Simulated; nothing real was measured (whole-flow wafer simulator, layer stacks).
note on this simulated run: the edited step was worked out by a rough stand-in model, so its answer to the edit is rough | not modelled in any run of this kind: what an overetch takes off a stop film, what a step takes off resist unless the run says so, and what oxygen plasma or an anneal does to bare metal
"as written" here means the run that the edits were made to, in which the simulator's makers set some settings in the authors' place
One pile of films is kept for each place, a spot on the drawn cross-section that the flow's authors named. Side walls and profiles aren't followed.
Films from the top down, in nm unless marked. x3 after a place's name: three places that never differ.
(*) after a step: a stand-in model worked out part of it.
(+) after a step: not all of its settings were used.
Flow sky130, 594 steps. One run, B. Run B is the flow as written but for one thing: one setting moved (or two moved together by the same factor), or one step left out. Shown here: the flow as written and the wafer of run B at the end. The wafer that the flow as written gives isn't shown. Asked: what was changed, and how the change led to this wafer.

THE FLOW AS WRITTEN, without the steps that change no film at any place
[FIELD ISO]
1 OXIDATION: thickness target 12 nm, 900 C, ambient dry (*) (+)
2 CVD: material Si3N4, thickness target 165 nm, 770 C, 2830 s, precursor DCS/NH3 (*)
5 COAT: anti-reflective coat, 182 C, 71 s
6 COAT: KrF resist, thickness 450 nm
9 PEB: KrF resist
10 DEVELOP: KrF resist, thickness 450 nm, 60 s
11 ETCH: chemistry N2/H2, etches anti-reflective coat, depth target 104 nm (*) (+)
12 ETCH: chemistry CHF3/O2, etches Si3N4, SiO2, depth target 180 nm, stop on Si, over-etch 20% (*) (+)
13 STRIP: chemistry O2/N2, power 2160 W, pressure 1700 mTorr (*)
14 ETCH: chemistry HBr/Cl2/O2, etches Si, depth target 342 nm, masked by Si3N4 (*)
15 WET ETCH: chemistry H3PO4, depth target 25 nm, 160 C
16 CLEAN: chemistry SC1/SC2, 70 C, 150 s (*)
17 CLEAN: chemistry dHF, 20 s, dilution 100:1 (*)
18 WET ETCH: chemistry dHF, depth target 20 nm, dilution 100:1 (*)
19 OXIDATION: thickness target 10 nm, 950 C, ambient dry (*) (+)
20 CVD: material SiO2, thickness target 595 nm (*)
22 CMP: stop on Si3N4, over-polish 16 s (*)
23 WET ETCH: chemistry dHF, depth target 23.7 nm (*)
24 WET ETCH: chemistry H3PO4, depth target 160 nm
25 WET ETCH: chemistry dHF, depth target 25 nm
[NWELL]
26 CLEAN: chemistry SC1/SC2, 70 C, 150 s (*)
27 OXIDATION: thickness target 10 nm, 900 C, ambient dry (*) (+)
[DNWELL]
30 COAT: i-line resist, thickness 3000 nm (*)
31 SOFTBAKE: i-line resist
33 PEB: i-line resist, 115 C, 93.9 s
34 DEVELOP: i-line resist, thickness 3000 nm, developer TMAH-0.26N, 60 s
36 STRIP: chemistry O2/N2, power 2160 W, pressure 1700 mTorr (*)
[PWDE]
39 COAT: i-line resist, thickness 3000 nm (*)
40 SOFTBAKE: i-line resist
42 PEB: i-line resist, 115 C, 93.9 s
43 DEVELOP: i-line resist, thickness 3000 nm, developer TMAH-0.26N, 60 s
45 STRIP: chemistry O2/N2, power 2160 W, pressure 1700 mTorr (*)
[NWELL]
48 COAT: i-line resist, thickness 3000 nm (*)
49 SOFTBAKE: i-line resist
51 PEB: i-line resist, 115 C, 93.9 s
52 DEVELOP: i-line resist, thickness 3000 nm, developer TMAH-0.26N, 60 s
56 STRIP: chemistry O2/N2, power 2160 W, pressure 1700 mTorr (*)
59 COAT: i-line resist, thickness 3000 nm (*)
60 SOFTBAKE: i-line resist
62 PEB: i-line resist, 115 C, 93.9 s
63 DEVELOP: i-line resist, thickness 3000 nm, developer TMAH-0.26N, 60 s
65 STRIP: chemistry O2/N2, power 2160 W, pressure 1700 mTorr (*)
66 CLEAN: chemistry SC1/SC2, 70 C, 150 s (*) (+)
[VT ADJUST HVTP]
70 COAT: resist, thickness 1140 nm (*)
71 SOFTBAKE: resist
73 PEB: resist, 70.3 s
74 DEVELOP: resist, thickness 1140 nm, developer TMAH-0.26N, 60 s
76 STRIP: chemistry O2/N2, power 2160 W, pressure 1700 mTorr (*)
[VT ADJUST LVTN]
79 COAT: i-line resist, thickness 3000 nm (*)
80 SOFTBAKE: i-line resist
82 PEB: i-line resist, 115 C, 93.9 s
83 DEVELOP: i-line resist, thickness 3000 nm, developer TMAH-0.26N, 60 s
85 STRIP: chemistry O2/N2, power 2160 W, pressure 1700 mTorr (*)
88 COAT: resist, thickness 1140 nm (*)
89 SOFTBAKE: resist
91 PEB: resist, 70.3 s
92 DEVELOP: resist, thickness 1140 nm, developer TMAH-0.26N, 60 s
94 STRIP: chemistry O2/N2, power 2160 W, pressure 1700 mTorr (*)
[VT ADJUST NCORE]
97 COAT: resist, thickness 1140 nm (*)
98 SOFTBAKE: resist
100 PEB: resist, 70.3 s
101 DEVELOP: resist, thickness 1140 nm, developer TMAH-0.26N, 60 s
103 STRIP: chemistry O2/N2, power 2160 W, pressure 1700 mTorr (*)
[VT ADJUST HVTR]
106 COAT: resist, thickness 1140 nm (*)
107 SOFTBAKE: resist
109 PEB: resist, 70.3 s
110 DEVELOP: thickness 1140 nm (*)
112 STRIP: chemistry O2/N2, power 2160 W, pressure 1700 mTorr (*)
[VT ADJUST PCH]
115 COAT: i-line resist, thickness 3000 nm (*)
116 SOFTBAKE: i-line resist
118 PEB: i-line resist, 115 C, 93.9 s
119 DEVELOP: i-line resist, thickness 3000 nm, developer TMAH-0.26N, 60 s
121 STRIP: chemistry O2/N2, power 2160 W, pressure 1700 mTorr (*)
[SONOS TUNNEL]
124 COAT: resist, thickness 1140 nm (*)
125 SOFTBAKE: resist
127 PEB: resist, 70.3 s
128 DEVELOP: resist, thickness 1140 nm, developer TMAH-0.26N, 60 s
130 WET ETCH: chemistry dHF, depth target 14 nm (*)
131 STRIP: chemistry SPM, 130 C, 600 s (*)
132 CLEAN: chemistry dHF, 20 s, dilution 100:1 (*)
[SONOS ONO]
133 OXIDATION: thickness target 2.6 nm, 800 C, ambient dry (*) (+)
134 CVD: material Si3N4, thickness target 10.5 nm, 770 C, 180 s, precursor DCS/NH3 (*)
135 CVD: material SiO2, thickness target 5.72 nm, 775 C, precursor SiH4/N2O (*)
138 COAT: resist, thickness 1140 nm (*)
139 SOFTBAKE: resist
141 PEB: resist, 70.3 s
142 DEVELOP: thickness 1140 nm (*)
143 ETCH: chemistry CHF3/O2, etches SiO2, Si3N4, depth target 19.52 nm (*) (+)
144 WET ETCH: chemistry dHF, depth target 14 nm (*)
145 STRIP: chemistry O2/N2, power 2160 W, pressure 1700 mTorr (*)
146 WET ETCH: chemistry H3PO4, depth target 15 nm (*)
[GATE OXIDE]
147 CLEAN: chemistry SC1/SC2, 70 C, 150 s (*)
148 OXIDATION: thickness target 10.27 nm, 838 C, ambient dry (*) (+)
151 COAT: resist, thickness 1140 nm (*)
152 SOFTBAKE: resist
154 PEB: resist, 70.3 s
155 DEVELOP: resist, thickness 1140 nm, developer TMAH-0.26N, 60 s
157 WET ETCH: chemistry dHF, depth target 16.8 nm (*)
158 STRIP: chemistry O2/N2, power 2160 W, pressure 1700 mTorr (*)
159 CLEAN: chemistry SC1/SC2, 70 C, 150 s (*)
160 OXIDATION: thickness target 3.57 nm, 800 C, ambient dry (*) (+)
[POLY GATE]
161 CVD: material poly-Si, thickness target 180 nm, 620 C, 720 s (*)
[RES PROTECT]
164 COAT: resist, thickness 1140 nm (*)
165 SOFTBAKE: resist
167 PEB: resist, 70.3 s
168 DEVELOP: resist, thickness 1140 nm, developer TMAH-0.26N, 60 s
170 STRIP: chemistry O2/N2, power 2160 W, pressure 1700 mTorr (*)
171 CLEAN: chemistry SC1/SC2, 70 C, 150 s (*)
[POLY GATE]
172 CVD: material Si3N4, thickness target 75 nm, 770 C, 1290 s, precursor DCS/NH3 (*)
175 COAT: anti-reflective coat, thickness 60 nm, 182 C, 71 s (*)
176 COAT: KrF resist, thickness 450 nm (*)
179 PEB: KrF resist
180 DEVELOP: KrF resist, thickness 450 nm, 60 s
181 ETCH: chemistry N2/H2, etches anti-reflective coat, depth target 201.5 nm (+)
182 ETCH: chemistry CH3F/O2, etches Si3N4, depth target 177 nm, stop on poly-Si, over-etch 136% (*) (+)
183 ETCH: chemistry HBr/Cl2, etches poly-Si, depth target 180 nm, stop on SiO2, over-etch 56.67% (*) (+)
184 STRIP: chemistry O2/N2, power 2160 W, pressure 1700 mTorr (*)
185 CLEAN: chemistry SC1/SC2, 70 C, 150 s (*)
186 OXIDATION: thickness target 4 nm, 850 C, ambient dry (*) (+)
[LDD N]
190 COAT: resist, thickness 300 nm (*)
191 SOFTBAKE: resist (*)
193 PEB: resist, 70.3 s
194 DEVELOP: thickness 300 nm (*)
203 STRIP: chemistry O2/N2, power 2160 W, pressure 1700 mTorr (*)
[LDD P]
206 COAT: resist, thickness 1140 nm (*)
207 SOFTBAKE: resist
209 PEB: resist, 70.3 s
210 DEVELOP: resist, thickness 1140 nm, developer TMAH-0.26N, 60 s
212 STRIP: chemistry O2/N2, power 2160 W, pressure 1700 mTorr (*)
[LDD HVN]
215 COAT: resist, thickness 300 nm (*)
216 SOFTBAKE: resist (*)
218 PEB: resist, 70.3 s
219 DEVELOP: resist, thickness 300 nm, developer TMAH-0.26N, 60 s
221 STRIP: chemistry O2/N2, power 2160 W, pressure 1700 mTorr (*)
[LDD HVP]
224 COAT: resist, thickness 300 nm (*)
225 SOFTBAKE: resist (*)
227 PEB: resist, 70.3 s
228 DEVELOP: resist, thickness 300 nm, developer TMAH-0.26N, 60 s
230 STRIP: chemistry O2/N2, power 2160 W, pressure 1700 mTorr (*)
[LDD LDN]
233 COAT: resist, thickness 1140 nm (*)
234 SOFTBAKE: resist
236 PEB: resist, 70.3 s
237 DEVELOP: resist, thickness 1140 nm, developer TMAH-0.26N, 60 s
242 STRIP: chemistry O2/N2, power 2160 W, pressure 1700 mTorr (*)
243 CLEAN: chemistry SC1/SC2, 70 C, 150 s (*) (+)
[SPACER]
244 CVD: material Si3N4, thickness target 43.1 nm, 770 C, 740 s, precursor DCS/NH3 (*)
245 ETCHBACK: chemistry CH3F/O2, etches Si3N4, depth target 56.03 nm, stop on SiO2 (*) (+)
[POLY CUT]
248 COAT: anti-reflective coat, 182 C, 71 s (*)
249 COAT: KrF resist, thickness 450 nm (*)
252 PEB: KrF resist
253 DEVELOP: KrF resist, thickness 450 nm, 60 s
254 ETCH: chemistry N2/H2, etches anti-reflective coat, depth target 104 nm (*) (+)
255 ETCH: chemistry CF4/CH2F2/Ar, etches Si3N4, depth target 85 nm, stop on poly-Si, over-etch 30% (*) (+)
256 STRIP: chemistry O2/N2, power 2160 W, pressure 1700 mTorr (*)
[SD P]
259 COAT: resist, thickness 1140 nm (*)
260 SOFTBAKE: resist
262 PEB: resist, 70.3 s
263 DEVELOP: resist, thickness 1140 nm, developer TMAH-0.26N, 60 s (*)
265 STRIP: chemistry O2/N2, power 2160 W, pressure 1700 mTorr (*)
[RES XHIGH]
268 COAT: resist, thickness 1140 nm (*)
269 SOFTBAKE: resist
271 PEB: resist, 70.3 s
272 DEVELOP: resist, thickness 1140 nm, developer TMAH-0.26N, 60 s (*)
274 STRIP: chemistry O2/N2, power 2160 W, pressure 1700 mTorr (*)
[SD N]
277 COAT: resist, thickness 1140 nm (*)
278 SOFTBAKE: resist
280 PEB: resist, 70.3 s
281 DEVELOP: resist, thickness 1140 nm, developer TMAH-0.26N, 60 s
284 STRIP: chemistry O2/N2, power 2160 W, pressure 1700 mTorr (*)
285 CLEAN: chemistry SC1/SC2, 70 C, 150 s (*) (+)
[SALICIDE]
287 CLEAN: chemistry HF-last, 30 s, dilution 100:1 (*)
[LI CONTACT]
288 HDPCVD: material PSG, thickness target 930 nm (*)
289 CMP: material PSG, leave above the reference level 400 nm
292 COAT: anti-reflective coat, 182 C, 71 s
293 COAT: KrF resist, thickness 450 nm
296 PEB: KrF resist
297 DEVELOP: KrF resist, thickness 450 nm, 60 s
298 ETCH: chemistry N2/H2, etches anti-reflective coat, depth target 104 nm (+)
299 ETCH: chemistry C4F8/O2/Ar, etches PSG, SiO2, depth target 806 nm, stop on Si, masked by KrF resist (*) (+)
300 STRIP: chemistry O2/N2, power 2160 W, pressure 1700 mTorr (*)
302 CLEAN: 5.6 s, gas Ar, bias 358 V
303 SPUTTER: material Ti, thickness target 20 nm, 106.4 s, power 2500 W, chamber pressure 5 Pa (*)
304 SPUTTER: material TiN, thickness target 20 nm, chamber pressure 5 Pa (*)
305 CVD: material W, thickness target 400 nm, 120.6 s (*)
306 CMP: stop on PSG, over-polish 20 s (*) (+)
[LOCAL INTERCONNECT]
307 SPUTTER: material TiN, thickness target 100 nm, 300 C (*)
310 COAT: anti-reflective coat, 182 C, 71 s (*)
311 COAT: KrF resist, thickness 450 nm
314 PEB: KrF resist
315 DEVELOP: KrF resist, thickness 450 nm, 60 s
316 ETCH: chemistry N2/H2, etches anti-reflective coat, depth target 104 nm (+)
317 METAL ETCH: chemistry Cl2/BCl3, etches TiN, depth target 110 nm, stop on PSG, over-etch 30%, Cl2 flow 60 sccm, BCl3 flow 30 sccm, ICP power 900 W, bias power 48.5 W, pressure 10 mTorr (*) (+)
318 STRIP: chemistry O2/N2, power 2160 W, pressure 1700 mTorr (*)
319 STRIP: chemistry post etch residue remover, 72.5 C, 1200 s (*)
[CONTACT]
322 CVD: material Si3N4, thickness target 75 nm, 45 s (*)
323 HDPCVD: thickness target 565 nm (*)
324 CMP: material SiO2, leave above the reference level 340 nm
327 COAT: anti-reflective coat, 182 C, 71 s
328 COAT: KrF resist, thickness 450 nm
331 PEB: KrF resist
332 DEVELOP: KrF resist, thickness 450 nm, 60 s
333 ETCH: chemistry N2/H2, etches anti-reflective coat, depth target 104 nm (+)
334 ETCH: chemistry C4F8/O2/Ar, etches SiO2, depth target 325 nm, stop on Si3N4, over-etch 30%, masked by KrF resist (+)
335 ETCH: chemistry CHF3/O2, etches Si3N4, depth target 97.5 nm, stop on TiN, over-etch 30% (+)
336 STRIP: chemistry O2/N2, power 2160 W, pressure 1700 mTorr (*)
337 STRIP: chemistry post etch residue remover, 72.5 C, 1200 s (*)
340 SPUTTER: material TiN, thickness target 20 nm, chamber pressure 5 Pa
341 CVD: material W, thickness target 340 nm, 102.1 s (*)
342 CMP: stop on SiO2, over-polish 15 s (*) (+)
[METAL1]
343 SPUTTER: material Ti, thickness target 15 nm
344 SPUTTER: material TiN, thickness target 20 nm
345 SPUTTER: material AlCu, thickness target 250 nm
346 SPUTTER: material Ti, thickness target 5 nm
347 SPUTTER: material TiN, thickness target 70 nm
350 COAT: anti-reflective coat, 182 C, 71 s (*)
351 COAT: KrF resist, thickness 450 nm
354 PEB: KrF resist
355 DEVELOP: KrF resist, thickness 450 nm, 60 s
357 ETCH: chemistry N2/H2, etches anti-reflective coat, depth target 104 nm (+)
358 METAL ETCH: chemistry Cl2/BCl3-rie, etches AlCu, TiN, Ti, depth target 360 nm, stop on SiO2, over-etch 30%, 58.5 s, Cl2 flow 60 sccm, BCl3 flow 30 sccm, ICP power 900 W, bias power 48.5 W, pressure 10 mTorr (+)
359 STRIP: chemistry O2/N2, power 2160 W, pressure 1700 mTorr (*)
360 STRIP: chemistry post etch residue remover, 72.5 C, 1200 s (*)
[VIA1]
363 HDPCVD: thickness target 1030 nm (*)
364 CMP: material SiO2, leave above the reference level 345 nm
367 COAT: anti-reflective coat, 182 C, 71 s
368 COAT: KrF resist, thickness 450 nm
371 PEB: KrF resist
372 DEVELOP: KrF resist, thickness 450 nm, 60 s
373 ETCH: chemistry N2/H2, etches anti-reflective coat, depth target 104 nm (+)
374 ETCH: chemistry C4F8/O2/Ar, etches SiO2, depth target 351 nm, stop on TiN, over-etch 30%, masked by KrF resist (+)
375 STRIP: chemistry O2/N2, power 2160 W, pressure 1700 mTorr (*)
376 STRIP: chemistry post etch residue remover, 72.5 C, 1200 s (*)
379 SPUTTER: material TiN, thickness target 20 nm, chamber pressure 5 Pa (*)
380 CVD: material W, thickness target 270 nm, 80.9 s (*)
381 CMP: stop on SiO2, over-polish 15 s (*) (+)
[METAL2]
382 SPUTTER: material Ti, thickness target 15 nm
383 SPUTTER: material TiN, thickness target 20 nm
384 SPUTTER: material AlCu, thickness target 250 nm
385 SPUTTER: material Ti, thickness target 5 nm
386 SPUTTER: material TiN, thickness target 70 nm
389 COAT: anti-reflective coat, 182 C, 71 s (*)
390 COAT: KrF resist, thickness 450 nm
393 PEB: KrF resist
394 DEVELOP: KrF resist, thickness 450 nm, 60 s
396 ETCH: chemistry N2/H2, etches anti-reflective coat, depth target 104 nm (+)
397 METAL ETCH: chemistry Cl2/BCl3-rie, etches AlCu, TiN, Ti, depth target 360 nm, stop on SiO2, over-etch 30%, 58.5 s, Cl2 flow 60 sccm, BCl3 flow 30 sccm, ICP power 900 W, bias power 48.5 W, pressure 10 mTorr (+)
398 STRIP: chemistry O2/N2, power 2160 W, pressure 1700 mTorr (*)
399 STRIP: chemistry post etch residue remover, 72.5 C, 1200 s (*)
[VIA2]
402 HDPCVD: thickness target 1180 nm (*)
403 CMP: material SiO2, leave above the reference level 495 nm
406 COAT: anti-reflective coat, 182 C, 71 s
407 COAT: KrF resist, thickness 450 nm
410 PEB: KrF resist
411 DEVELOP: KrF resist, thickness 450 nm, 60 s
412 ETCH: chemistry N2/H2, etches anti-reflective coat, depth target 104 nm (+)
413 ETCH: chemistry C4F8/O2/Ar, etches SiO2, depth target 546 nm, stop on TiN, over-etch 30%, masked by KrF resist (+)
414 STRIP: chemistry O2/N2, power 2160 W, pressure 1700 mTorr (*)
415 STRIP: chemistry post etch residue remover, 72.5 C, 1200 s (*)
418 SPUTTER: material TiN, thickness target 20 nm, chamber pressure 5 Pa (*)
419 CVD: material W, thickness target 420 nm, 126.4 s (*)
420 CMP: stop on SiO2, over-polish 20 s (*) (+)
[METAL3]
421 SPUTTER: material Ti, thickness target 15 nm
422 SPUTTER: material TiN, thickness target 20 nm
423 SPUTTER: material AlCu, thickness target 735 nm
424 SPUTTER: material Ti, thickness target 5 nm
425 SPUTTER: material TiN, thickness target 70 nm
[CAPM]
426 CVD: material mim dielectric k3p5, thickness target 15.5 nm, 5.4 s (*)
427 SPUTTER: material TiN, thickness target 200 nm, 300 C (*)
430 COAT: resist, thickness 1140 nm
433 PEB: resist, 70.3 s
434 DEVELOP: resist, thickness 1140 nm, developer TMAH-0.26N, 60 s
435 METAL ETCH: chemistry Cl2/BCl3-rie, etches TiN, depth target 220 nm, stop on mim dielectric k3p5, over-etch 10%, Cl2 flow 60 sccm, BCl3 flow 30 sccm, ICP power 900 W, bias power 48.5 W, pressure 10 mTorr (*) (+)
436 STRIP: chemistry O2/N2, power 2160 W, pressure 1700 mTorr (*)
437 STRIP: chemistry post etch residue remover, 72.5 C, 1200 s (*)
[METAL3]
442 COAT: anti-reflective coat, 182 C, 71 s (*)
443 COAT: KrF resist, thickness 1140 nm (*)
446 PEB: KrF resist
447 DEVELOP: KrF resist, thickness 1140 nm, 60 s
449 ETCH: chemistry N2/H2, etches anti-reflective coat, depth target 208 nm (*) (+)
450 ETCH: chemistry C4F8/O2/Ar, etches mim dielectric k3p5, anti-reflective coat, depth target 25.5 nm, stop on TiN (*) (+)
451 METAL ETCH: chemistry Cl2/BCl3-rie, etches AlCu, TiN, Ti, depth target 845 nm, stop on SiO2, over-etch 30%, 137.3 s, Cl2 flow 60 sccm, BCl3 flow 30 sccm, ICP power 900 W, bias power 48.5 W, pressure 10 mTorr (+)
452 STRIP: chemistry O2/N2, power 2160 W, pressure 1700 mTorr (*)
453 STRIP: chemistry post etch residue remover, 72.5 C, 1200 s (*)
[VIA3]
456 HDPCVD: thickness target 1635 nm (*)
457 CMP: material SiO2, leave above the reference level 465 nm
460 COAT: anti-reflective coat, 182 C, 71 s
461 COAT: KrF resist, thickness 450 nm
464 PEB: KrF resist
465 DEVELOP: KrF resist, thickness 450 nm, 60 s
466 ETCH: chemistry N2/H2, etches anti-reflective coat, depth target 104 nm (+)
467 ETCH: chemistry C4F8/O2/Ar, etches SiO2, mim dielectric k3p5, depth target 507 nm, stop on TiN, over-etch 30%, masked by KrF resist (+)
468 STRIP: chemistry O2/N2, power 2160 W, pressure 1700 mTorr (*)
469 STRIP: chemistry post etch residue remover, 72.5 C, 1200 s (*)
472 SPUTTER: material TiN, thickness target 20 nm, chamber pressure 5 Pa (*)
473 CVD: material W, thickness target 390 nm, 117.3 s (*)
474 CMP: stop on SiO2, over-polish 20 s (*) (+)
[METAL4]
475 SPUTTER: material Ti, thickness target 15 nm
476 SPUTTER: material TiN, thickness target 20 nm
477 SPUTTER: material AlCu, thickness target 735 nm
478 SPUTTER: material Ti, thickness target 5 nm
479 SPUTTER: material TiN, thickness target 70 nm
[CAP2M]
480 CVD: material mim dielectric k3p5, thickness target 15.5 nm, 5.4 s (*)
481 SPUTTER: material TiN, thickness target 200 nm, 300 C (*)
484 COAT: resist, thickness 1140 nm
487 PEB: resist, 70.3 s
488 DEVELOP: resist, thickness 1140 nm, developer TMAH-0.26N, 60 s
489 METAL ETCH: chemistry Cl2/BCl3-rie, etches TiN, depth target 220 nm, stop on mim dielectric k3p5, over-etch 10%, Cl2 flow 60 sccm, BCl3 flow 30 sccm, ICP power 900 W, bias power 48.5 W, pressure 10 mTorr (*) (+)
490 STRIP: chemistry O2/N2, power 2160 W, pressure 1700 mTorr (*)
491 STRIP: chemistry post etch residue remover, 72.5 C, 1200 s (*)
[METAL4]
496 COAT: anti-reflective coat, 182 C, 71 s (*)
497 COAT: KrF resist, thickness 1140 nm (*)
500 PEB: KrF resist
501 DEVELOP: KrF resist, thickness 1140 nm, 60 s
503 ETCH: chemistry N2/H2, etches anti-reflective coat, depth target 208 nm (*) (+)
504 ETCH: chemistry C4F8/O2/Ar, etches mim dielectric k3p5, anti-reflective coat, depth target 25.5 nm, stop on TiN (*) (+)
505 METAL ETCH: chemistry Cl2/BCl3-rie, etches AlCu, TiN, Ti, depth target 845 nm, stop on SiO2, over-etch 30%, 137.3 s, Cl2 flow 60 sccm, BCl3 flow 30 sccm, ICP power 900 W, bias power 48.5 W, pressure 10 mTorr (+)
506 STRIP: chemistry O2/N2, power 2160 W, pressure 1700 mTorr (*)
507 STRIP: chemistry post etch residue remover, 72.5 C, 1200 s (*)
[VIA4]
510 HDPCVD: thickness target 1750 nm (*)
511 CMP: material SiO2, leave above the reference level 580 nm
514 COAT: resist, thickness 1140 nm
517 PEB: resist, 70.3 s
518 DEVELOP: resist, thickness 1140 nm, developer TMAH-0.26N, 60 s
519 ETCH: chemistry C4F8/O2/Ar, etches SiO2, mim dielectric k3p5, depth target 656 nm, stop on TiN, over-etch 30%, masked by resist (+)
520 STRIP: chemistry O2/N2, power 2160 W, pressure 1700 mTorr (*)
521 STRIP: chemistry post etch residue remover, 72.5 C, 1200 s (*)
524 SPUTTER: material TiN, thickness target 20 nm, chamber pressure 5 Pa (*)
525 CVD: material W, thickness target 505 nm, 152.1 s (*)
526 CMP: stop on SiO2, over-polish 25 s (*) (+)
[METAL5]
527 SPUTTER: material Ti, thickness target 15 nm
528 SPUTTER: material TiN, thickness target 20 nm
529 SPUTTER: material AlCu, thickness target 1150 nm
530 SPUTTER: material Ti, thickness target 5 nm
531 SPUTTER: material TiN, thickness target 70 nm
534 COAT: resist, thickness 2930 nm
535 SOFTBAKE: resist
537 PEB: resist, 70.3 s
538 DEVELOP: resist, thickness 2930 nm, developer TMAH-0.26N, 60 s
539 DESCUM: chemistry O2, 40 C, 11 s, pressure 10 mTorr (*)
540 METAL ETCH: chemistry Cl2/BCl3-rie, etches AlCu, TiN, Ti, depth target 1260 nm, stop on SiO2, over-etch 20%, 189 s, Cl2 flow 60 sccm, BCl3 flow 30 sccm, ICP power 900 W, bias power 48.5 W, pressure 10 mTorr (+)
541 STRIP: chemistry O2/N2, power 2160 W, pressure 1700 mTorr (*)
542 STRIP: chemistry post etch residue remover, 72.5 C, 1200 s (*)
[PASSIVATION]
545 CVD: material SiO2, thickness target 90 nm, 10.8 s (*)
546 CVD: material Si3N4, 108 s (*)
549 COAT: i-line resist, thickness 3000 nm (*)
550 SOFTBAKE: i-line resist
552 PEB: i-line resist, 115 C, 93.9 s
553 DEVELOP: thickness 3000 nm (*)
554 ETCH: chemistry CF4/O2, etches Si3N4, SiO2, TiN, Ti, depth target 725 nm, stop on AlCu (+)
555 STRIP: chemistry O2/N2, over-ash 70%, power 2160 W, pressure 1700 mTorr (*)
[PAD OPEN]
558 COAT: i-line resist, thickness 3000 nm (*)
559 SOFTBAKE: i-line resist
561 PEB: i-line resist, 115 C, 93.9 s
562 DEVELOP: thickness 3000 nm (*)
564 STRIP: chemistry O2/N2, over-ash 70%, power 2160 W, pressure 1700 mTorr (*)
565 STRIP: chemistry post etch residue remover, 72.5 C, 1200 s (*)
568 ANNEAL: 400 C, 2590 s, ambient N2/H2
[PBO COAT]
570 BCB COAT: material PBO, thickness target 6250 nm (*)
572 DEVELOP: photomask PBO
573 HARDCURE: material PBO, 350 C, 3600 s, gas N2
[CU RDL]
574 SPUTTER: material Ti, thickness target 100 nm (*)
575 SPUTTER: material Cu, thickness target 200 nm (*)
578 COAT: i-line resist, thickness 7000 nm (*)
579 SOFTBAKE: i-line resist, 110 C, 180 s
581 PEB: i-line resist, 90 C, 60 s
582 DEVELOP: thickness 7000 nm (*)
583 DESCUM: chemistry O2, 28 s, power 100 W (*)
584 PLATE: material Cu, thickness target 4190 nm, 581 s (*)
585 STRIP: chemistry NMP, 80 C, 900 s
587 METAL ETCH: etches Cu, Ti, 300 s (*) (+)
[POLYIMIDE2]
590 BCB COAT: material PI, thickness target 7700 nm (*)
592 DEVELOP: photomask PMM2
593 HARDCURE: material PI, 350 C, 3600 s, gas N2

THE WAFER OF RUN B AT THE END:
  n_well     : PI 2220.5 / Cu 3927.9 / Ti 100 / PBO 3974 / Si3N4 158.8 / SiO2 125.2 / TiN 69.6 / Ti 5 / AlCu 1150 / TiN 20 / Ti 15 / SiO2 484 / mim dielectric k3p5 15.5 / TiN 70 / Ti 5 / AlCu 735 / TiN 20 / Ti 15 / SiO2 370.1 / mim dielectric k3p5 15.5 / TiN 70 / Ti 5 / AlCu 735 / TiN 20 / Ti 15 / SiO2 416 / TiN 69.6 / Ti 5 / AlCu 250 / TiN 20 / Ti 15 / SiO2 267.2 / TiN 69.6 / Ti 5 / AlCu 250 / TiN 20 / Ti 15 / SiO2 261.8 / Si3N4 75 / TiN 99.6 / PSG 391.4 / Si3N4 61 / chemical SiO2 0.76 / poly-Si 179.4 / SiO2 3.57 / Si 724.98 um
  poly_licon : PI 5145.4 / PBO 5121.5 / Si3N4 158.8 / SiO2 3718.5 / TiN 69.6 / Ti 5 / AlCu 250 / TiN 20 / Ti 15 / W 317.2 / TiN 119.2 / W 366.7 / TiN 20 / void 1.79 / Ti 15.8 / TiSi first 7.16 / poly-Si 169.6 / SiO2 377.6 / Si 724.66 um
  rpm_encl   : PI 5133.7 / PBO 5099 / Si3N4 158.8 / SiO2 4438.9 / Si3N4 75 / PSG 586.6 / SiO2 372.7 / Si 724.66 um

The cause: step 575, SPUTTER: thickness target 128 nm was run, where the flow has thickness target 200 nm.

How the change led to this, step by step:
  575 SPUTTER: material Cu, thickness target 200 nm (*)
      field, active, n_well and 190 more: Cu +128 (new film) (as written it would be: Cu +200 (new film))
  587 METAL ETCH: etches Cu, Ti, 300 s (*) (+)
      field, active, gate and 167 more: Cu -128 (all of it), Ti -100 (all of it) (as written it would be: Cu -200 (all of it), Ti -100 (all of it))
  590 BCB COAT: material PI, thickness target 7700 nm (*)
      n_well, p_well, sd_n, sd_p: PI +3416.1 (new film) (as written it would be: PI +3344.1 (new film))
      de16_gate_nw: PI +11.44 um (new film) (as written it would be: PI +11.5 um (new film))
  593 HARDCURE: material PI, 350 C, 3600 s, gas N2
      n_well, p_well, sd_n, sd_p: PI -1195.6 (as written it would be: PI -1170.4)
